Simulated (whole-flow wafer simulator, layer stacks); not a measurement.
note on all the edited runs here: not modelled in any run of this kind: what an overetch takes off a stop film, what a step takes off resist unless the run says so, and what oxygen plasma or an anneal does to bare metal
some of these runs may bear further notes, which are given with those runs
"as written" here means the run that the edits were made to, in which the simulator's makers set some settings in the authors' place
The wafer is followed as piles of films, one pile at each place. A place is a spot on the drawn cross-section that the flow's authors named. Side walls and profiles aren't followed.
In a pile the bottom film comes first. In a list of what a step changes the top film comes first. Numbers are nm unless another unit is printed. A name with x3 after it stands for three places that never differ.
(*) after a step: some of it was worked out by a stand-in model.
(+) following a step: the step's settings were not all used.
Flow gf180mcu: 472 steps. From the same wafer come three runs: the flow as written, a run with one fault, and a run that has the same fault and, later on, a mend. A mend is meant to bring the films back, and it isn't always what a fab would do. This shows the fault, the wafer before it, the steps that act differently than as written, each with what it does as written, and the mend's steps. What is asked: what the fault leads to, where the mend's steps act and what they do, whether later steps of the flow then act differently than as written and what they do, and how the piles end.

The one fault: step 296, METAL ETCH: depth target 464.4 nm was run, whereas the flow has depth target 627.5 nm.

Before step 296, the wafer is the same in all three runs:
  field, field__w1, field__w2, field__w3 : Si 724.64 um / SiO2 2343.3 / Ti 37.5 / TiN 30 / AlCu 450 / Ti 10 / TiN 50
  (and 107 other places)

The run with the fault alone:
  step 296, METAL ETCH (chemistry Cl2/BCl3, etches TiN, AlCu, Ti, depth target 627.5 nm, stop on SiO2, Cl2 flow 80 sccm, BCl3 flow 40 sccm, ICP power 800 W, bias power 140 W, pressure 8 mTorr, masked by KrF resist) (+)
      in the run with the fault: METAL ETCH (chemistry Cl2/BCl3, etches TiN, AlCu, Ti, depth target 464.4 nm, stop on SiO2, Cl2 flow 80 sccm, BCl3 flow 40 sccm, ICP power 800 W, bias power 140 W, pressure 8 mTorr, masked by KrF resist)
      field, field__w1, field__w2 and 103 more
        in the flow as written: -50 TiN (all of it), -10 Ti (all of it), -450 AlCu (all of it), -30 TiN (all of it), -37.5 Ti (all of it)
        in the run with the fault: -50 TiN (all of it), -10 Ti (all of it), -404.4 AlCu
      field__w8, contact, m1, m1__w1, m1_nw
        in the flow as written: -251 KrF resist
        in the run with the fault: -185.8 KrF resist
  Steps later in the flow that act otherwise than as written:
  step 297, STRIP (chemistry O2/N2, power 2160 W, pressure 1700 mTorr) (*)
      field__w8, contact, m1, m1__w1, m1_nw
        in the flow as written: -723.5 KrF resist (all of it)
        in the run with the fault: -788.8 KrF resist (all of it)
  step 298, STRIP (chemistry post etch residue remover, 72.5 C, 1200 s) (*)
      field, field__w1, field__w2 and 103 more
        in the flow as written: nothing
        in the run with the fault: -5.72 AlCu
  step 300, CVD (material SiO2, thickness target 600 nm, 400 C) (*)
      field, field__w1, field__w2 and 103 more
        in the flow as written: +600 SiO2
        in the run with the fault: +600 SiO2 (new film)
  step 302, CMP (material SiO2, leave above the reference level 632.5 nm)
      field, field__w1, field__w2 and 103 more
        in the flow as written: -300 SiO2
        in the run with the fault: -407.4 SiO2
  At field, field__w1, field__w2 and 104 more, the piles at the end differ from the flow's by more than 2% or 0.5 nm, whichever is larger.
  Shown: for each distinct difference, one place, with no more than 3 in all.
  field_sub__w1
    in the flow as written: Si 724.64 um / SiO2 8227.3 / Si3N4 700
    in the run with the fault: Si 724.64 um / SiO2 2343.2 / Ti 37.5 / TiN 30 / AlCu 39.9 / SiO2 5776.6 / Si3N4 700
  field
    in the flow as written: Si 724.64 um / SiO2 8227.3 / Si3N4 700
    in the run with the fault: Si 724.64 um / SiO2 2343.3 / Ti 37.5 / TiN 30 / AlCu 39.9 / SiO2 5776.6 / Si3N4 700
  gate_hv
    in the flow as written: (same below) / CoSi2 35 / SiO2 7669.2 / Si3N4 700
    in the run with the fault: (same below) / CoSi2 35 / SiO2 1785.1 / Ti 37.5 / TiN 30 / AlCu 39.9 / SiO2 5776.6 / Si3N4 700

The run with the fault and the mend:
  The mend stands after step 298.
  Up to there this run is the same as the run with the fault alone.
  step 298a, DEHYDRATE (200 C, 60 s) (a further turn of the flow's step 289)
      alters no film at any place that is followed
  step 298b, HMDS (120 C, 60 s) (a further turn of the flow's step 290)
      alters no film at any place that is followed
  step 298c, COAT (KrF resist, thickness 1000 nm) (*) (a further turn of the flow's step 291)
      iso_ptap_pw, iso_ntap_nw, iso_nw_fld and 33 more
        +1000 KrF resist (new film)
      field__w1, field_sub, field_sub__w1 and 15 more
        +1002.7 KrF resist (new film)
      field__w11, field__w13, p_well and 7 more
        +1003.1 KrF resist (new film)
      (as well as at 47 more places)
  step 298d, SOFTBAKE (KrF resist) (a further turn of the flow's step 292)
      alters no film at any place that is followed
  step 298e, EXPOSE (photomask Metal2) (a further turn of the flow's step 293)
      alters no film at any place that is followed
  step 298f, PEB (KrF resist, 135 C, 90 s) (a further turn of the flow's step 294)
      field__w1, field__w2, field__w3 and 56 more
        -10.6 KrF resist
      iso_ptap_pw, iso_ntap_nw, iso_nw_fld and 33 more
        -10.5 KrF resist
      gate_hv, sd_p, nw_sep_fld, polyc_n, polyc_n_rim
        -10.7 KrF resist
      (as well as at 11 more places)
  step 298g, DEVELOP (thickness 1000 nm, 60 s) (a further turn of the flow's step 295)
      iso_ptap_pw, iso_ntap_nw, iso_nw_fld and 33 more
        -989.5 KrF resist (all of it)
      field_sub__w3, field_sub__w4, ld_sd_p and 10 more
        -992.2 KrF resist (all of it)
      field__w1, field_sub, field_sub__w1 and 7 more
        -992.1 KrF resist (all of it)
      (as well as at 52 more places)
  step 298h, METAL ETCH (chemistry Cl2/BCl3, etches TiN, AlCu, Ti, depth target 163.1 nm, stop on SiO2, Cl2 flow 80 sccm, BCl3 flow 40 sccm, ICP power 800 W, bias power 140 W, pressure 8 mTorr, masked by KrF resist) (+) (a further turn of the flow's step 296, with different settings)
      field, field__w1, field__w2 and 103 more
        -39.9 AlCu (all of it), -30 TiN (all of it), -37.5 Ti (all of it)
      field__w8, contact, m1, m1__w1, m1_nw
        -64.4 KrF resist
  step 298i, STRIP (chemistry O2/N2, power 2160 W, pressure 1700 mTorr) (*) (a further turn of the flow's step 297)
      field__w8
        -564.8 KrF resist (all of it)
      contact
        -562.8 KrF resist (all of it)
      m1
        -565.7 KrF resist (all of it)
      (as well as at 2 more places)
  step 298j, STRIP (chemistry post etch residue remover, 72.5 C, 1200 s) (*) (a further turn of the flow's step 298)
      field__w8, contact, m1, m1__w1, m1_nw
        -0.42 TiN
  Later steps of the flow that are run all act as written at every place that is followed, up to a difference of at most 2% or 0.5 nm, whichever is larger.
  The piles end only slightly different from the flow's at the places that both follow, by no more than 2% or 0.5 nm, whichever is larger.
